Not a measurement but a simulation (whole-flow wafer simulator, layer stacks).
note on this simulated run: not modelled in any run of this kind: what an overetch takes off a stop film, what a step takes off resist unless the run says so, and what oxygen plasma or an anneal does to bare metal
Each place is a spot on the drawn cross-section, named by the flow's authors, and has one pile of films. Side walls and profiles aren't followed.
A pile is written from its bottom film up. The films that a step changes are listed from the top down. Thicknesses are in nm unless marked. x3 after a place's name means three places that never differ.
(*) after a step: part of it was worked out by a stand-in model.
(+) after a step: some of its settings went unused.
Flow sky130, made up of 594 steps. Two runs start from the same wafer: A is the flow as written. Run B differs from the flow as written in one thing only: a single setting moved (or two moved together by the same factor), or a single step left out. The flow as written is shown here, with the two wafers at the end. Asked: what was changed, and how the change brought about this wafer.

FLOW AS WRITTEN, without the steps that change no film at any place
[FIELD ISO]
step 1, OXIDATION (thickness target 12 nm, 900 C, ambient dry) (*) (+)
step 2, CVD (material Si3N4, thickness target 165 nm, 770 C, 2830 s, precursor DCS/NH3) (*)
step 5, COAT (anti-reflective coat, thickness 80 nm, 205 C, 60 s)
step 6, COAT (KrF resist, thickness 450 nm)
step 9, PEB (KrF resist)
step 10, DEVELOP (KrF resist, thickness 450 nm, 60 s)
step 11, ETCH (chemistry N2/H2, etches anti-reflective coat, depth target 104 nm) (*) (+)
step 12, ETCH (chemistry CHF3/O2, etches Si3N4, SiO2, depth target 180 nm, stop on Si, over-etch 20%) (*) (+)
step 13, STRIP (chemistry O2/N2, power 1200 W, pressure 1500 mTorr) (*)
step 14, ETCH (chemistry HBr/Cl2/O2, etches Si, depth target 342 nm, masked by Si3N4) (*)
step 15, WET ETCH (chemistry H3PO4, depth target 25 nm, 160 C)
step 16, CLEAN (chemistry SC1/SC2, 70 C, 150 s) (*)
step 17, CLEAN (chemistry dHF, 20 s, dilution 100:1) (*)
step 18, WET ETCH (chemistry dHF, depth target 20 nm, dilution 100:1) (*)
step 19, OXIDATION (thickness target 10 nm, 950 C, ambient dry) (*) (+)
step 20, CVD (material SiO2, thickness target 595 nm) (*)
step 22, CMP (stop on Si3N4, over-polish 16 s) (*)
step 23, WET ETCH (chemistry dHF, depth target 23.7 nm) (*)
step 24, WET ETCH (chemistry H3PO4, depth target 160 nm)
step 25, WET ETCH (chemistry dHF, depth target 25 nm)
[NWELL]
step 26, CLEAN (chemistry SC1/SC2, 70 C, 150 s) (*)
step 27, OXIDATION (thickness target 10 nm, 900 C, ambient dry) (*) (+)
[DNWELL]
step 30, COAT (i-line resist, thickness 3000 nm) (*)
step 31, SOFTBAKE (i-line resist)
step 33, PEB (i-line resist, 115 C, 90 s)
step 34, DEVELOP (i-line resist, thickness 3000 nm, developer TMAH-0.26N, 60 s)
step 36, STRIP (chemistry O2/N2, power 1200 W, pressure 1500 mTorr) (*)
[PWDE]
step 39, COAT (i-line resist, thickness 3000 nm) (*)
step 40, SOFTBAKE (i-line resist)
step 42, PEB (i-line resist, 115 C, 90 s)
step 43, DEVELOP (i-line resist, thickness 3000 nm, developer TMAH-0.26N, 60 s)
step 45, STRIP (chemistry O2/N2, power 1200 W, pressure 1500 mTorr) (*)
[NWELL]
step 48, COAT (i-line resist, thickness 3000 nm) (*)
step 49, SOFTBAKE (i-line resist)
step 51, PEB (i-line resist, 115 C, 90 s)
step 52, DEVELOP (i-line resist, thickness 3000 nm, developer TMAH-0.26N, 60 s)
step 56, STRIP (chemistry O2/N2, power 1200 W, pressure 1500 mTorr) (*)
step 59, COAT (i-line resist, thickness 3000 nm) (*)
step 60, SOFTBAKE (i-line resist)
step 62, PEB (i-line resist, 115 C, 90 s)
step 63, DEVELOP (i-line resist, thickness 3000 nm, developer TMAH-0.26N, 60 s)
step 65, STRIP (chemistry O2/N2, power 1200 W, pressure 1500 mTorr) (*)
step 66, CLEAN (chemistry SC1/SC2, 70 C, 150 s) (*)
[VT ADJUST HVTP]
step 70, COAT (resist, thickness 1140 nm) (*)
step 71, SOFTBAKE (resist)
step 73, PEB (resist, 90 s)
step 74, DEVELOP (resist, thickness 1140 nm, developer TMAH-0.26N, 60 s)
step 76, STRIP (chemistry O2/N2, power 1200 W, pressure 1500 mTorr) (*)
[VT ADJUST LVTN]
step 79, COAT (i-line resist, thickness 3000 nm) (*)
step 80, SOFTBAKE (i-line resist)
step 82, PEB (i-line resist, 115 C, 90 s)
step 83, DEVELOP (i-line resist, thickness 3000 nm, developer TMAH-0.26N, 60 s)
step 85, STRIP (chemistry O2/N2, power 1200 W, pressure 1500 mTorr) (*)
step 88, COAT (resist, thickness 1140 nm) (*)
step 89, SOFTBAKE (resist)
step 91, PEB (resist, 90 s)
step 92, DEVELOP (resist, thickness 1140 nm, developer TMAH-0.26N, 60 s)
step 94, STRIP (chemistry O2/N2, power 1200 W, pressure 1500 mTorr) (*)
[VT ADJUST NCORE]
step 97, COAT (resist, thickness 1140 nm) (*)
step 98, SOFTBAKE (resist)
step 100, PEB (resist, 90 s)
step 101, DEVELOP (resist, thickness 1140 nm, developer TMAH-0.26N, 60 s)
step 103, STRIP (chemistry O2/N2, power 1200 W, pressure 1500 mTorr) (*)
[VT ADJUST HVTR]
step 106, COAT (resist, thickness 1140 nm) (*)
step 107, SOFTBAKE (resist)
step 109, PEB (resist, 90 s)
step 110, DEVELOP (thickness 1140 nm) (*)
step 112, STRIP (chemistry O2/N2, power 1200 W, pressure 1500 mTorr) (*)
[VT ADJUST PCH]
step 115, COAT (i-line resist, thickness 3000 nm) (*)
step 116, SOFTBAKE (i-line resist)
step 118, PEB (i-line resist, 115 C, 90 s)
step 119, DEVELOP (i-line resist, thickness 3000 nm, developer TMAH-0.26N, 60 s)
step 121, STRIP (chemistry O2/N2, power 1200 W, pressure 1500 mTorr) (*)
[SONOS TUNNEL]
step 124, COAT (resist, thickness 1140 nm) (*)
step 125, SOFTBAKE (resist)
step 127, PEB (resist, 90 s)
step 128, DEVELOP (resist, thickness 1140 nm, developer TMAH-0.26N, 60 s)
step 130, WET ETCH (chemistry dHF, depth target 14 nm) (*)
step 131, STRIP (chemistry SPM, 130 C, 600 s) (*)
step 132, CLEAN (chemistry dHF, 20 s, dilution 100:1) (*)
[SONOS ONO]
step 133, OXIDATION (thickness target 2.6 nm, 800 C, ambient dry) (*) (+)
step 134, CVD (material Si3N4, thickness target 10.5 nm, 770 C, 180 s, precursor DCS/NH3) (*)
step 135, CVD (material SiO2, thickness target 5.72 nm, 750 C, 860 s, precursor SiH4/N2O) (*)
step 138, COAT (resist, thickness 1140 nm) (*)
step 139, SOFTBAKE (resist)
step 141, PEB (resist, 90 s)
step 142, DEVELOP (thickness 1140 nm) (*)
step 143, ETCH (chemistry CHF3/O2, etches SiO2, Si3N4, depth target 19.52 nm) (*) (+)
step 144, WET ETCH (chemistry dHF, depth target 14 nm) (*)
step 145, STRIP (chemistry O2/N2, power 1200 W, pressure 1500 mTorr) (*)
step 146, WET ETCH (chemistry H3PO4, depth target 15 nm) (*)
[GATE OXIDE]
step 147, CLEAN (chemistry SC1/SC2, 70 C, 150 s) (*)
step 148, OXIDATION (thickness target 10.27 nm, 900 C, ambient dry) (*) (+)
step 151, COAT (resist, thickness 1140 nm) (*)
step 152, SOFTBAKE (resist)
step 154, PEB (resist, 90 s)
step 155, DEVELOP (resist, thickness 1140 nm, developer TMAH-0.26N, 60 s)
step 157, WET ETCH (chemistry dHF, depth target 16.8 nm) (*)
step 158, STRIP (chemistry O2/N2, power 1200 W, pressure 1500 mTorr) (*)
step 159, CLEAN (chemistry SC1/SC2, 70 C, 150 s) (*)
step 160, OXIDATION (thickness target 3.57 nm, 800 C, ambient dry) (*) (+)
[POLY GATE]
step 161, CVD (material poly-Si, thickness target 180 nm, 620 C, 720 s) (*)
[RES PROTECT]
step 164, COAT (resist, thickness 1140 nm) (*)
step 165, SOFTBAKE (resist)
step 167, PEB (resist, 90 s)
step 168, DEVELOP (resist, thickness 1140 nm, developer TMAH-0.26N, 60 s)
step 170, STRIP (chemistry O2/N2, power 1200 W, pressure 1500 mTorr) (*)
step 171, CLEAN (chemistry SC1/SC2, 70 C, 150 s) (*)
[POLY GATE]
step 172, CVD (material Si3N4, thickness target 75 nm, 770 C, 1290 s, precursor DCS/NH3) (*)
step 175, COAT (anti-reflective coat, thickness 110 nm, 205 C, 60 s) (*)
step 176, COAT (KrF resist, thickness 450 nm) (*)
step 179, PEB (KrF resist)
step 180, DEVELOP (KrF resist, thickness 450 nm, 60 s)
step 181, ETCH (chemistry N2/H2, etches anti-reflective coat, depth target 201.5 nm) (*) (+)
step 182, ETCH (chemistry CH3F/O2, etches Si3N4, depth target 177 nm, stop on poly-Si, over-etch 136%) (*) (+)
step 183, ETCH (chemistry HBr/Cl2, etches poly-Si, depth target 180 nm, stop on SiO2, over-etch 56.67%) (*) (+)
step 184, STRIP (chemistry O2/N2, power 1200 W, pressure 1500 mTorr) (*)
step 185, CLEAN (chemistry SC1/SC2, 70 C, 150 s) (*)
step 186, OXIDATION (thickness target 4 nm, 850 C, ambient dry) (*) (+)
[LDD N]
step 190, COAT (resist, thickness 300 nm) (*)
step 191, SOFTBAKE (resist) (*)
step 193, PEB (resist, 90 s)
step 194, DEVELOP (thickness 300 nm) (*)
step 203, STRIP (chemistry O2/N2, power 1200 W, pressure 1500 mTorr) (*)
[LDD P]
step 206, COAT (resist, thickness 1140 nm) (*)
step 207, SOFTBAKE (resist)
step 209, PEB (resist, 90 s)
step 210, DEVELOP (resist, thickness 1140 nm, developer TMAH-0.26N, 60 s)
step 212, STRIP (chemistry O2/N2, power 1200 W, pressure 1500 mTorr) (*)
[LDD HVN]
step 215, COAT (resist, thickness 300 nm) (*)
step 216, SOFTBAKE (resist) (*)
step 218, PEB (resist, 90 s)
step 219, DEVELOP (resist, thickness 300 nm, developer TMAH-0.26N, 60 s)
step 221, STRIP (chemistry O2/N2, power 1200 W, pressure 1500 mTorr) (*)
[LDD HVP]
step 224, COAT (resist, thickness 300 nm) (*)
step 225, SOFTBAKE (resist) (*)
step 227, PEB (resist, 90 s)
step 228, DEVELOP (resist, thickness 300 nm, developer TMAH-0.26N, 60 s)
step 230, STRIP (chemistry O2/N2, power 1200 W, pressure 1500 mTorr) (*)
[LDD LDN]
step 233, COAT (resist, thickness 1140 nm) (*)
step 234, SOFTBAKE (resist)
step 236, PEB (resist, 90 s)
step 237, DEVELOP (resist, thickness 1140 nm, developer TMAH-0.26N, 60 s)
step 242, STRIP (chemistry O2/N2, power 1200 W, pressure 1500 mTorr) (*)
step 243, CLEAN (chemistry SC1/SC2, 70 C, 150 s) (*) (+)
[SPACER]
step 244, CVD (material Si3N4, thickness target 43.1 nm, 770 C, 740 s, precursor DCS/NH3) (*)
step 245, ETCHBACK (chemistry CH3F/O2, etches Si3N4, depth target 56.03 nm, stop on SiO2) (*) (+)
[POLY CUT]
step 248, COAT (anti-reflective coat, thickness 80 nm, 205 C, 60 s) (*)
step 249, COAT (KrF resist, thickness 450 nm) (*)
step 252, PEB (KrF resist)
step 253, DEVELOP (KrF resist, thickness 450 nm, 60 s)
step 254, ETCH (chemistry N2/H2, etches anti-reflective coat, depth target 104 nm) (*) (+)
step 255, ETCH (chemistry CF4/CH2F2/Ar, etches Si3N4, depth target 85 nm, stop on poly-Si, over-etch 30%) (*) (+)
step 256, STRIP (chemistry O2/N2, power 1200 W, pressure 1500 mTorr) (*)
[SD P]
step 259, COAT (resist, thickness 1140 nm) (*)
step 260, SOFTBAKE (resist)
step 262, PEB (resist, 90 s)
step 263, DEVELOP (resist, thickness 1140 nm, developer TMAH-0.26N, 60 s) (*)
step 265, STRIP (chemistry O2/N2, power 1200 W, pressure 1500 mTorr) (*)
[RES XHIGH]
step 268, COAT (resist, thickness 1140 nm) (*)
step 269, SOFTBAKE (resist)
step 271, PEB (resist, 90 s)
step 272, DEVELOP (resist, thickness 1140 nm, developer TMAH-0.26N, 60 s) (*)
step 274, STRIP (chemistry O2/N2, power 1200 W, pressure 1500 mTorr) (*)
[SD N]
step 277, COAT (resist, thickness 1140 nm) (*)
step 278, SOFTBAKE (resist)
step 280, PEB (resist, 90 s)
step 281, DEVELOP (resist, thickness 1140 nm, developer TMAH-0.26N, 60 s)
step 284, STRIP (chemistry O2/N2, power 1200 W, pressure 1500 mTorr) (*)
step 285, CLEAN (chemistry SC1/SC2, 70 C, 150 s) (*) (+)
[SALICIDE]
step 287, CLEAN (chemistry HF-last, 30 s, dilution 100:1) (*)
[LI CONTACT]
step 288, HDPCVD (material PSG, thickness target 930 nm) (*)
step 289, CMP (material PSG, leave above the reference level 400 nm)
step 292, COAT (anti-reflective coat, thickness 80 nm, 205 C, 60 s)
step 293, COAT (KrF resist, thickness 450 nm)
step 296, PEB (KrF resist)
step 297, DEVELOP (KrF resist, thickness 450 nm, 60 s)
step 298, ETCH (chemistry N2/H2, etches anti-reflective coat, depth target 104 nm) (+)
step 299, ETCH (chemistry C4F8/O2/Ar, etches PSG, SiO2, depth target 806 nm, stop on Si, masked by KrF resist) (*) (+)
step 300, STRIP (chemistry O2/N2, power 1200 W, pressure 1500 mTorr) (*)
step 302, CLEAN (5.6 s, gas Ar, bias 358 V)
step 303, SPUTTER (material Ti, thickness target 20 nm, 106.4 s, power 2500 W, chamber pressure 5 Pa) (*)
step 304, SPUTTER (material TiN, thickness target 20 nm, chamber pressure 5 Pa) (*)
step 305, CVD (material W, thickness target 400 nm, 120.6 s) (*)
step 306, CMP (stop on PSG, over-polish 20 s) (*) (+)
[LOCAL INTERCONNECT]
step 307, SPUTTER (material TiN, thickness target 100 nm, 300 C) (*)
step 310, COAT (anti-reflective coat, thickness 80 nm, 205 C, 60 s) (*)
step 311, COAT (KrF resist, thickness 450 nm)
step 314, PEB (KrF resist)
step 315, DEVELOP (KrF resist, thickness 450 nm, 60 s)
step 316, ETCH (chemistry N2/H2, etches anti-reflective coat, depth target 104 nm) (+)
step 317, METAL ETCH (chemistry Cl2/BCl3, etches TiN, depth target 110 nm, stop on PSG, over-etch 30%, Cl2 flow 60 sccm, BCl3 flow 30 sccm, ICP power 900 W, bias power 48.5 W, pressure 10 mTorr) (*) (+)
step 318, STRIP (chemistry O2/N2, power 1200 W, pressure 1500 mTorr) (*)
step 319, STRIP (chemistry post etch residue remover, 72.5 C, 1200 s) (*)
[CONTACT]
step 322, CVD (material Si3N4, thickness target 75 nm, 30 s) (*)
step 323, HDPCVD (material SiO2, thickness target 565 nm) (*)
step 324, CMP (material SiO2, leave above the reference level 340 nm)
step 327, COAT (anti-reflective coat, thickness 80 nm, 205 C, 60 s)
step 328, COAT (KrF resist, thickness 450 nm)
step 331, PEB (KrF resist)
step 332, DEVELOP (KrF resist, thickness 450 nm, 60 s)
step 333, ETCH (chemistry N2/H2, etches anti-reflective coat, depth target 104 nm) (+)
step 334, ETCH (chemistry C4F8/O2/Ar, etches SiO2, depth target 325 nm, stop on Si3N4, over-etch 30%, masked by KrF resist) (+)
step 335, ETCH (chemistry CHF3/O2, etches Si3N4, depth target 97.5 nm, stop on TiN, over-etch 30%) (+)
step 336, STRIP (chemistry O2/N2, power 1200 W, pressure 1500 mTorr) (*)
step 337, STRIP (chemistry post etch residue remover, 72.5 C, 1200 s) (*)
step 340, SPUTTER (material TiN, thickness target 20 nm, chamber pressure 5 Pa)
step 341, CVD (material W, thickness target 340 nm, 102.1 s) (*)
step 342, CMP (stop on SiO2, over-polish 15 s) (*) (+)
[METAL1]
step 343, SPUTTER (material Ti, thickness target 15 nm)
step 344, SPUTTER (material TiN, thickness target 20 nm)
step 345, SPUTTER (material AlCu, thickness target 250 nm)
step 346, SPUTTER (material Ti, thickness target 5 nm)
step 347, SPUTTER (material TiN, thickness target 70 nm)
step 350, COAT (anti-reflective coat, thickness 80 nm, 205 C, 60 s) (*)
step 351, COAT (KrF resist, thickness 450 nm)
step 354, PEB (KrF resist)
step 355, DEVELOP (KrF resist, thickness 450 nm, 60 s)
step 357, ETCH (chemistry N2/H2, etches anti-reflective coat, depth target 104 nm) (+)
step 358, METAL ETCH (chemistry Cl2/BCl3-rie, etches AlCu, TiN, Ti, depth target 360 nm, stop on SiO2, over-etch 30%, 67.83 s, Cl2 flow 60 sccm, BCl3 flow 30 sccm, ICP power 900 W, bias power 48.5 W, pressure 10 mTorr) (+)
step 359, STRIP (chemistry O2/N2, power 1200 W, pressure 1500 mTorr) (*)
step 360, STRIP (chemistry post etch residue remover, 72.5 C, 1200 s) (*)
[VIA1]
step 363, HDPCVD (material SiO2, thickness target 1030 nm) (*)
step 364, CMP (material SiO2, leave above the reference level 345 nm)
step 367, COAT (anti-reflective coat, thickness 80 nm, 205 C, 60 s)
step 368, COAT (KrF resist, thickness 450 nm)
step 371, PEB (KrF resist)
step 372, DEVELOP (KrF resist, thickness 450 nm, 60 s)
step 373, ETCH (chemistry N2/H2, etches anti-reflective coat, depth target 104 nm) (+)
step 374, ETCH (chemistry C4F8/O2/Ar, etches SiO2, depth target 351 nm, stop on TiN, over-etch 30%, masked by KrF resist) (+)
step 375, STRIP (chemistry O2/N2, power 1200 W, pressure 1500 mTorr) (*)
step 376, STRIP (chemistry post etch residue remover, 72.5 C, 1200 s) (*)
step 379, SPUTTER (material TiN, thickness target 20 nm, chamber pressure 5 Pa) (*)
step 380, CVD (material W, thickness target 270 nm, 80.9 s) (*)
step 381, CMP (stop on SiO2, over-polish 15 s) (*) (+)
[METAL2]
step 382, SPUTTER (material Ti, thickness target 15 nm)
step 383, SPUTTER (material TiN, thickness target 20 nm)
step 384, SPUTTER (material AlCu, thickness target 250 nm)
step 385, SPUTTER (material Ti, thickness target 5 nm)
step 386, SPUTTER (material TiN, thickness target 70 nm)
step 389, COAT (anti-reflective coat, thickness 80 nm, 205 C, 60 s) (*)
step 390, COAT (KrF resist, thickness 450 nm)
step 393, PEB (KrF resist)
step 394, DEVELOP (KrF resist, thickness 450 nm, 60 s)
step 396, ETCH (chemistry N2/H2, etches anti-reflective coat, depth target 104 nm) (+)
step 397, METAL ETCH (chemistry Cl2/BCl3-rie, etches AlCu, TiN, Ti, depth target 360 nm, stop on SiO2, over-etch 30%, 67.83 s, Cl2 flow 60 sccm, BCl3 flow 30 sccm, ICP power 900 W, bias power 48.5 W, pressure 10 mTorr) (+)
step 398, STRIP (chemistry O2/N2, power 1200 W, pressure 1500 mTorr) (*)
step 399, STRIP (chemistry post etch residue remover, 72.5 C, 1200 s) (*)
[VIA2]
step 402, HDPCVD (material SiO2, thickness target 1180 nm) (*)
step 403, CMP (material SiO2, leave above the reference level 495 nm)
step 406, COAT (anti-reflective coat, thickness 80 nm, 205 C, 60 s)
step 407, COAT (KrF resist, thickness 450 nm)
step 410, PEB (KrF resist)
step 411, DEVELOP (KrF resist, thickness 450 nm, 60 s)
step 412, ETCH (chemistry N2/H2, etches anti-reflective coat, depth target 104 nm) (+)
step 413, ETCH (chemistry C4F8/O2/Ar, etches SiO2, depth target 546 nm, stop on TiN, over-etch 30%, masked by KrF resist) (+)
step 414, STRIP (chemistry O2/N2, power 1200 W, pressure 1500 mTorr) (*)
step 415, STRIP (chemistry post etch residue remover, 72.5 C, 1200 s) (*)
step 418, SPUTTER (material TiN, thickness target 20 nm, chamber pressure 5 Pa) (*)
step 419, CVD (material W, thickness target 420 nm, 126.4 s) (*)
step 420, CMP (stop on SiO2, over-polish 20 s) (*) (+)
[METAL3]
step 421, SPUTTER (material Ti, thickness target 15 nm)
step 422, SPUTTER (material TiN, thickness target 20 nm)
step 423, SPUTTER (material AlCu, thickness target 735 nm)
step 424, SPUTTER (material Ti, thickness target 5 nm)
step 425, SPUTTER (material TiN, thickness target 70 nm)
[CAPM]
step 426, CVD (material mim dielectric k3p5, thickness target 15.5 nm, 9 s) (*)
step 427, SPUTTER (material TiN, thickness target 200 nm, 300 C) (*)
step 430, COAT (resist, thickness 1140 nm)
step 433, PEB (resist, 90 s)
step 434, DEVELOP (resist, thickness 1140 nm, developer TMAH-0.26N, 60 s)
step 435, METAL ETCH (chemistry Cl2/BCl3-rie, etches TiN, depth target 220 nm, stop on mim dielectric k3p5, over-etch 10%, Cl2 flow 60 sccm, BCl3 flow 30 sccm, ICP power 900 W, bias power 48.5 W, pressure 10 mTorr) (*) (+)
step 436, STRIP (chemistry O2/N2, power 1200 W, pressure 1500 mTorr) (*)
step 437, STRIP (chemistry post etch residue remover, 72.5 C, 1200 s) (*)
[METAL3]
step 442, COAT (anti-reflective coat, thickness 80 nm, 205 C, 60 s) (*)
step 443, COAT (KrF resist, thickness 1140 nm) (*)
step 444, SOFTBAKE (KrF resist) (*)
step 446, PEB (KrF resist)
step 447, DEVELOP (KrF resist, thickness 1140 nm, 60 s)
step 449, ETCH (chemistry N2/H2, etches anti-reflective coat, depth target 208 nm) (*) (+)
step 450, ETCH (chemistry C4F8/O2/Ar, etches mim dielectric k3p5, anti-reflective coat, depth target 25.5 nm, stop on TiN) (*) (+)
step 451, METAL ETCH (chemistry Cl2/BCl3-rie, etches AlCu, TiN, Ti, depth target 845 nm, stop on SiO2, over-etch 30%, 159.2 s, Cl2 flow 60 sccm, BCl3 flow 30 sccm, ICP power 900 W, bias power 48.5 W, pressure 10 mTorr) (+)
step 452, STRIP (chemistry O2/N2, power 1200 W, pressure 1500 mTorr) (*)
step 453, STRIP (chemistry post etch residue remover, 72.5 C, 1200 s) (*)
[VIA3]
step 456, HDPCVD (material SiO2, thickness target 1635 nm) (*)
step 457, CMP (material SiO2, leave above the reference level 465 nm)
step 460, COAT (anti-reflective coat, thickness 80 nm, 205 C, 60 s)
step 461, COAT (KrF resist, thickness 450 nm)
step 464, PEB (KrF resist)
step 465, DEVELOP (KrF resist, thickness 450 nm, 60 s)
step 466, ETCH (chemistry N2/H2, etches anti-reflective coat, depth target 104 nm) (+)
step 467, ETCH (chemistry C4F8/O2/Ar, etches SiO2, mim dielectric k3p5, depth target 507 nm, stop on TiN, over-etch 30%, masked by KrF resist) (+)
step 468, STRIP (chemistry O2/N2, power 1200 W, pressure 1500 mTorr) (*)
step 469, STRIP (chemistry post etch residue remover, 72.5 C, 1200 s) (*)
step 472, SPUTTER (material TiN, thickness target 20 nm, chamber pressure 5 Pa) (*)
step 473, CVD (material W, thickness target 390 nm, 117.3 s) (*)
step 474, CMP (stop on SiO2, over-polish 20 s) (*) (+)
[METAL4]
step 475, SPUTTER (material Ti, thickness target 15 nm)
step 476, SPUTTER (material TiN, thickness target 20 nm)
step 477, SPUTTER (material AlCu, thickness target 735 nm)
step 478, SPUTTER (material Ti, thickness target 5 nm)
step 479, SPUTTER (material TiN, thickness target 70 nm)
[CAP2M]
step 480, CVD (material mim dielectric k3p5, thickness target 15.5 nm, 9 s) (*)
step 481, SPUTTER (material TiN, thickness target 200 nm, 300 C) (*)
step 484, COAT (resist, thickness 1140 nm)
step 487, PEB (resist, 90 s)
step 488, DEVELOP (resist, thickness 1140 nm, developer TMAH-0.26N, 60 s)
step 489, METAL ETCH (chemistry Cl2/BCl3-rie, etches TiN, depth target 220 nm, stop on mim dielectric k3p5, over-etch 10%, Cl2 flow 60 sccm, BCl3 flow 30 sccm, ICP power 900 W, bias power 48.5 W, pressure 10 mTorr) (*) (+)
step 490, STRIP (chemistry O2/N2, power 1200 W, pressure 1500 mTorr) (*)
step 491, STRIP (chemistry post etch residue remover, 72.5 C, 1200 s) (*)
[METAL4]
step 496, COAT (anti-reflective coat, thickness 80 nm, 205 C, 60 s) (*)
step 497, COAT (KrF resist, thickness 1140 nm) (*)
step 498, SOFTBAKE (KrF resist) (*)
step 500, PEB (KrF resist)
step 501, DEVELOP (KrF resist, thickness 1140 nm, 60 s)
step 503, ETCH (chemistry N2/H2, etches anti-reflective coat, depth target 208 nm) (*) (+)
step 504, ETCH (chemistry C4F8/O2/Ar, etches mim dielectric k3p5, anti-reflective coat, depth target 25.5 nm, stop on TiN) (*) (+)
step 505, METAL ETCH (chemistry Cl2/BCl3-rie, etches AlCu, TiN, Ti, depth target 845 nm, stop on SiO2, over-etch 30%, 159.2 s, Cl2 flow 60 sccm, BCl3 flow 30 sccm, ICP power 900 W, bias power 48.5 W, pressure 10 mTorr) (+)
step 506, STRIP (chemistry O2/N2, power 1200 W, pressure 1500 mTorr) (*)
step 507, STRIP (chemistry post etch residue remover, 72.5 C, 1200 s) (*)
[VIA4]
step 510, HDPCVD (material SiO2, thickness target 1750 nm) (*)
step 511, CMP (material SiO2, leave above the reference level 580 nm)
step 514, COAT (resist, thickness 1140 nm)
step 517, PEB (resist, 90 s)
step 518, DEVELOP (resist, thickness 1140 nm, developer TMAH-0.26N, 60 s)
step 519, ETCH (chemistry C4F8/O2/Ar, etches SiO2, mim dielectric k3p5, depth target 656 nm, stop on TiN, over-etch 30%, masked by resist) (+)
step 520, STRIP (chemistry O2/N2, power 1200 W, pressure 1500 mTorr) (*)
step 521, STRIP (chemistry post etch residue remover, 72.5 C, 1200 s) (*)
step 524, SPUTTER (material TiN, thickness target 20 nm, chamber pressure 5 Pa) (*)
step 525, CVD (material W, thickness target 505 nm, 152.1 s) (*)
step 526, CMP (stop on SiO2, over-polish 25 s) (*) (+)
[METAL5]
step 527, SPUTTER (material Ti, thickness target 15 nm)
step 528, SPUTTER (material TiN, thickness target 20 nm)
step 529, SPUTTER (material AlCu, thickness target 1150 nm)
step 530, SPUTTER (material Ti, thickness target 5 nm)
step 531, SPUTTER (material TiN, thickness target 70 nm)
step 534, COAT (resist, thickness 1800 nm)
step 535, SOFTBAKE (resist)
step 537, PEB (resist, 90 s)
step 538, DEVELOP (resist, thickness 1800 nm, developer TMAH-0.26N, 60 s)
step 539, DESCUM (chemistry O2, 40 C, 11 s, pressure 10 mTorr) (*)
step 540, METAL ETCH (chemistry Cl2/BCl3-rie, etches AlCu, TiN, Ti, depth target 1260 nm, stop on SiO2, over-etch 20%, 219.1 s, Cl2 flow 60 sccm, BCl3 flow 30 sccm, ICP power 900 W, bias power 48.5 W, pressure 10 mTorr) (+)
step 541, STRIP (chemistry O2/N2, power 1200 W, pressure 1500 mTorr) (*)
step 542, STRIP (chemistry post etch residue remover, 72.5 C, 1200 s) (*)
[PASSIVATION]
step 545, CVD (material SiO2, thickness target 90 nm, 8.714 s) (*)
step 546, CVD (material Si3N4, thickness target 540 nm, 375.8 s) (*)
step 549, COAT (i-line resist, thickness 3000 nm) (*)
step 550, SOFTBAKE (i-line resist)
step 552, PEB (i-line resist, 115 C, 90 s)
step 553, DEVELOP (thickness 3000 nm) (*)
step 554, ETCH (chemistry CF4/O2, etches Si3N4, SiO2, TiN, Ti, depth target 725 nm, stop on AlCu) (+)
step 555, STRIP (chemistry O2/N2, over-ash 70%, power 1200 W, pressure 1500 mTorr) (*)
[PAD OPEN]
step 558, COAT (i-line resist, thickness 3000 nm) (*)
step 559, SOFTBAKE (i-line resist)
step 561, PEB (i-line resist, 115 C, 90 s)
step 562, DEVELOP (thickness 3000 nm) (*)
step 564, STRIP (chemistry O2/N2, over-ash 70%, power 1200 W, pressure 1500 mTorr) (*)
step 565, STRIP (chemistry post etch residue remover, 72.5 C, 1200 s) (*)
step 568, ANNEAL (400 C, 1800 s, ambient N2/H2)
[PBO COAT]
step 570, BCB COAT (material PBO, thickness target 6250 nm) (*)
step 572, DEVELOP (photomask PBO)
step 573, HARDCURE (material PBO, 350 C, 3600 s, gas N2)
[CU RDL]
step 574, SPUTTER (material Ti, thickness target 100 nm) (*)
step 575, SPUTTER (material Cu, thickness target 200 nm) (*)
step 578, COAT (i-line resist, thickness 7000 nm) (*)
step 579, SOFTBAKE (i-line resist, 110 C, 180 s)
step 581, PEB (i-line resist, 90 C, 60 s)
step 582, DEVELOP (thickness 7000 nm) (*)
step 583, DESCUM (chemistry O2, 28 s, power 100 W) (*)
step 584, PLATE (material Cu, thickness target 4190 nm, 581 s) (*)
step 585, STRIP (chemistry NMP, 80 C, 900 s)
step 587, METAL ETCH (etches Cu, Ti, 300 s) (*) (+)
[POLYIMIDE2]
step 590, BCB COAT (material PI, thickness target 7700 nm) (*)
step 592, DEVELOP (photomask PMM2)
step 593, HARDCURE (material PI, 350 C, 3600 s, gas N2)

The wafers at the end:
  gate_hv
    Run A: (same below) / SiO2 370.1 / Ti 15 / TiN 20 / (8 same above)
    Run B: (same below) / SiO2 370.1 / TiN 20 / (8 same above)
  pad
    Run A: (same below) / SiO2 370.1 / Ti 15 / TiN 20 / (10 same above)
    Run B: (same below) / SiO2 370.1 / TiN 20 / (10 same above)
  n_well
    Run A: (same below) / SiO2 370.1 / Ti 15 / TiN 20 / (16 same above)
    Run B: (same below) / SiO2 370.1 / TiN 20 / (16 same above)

The reason: step 475, SPUTTER: material Ti, thickness target 15 nm, was omitted.

Step by step, how the change led to this:
  step 505, METAL ETCH (chemistry Cl2/BCl3-rie, etches AlCu, TiN, Ti, depth target 845 nm, stop on SiO2, over-etch 30%, 159.2 s, Cl2 flow 60 sccm, BCl3 flow 30 sccm, ICP power 900 W, bias power 48.5 W, pressure 10 mTorr) (+)
      field, active, gate and 70 more: A TiN loses 70 (all of it), Ti loses 5 (all of it), AlCu loses 735 (all of it), TiN loses 20 (all of it), Ti loses 15 (all of it), SiO2 loses 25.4 | B TiN loses 70 (all of it), Ti loses 5 (all of it), AlCu loses 735 (all of it), TiN loses 20 (all of it), SiO2 loses 26.9
      vpp_iso1, mim_edge_plate, m1_ln and 12 more: A TiN loses 70 (all of it), Ti loses 5 (all of it), AlCu loses 735 (all of it), TiN loses 20 (all of it), Ti loses 15 (all of it), SiO2 loses 25.3 | B TiN loses 70 (all of it), Ti loses 5 (all of it), AlCu loses 735 (all of it), TiN loses 20 (all of it), SiO2 loses 26.8
  step 511, CMP (material SiO2, leave above the reference level 580 nm)
      field, active, gate and 76 more: A SiO2 loses 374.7 | B SiO2 loses 388.2
      iso_guard__w1, mim_edge_gap, vpp_l1ln and 6 more: A SiO2 loses 374.6 | B SiO2 loses 388.1
